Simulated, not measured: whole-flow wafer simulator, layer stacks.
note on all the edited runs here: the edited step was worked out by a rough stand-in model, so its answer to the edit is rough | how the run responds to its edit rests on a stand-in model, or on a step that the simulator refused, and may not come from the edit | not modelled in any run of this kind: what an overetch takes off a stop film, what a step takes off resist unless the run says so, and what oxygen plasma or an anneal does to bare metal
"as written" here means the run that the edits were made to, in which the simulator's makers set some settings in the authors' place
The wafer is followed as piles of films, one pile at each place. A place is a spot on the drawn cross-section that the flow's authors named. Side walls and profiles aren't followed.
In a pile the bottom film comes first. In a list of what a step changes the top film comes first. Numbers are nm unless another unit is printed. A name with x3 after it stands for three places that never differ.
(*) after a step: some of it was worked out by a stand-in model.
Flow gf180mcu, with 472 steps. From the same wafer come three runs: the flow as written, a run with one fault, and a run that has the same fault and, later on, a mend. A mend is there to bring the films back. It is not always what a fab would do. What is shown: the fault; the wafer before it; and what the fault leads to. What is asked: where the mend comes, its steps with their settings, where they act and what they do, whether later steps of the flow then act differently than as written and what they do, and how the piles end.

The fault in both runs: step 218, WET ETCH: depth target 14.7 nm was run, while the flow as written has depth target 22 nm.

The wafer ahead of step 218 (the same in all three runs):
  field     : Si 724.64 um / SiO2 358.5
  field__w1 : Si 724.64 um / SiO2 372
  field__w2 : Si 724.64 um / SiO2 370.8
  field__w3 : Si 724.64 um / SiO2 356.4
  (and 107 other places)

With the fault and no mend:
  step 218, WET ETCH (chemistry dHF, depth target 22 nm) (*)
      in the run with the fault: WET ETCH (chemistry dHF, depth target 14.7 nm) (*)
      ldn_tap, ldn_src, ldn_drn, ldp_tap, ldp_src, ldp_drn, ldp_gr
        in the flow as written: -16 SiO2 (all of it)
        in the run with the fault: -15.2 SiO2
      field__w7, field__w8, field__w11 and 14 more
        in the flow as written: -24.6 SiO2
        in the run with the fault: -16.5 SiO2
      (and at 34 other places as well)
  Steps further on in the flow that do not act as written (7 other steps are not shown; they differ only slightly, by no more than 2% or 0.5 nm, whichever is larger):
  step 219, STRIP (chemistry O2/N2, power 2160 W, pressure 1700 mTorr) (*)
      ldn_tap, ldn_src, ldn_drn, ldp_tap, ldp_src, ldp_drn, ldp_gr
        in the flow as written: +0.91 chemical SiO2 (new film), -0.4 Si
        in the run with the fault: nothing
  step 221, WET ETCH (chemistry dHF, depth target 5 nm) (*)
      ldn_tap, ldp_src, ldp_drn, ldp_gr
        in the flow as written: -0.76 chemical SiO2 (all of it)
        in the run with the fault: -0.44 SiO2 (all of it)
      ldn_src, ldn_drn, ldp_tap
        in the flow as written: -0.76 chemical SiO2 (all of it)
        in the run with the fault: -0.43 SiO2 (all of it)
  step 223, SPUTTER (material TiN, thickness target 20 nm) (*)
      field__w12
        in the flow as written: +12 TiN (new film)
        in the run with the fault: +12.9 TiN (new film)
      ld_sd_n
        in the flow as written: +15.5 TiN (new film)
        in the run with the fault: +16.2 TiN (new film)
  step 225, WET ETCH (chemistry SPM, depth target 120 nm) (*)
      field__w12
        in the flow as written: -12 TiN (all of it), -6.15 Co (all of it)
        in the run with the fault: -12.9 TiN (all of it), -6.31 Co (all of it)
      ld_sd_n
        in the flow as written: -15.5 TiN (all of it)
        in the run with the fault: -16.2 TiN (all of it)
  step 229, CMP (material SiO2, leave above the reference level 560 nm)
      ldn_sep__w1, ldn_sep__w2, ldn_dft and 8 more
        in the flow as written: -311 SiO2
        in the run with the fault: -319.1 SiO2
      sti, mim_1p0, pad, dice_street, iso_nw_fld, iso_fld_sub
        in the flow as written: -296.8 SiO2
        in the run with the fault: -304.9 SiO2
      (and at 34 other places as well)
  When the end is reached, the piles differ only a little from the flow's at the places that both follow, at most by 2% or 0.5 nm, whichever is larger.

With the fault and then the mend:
  After step 218 comes the mend.
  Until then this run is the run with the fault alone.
  step 218a, WET ETCH (chemistry dHF, depth target 7.3 nm) (*) (the flow's step 218, run once more with other settings)
      field, field__w1, field__w2 and 47 more
        -7.3 SiO2
      ldn_tap, ldp_src, ldp_drn, ldp_gr
        -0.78 SiO2 (all of it)
      ldn_src, ldn_drn, ldp_tap
        -0.77 SiO2 (all of it)
  Every later step of the flow that is run acts as written, at every place that is followed, to within 2% or 0.5 nm, whichever is larger.
  When the end is reached, the piles differ only a little from the flow's at the places that both follow, at most by 2% or 0.5 nm, whichever is larger.
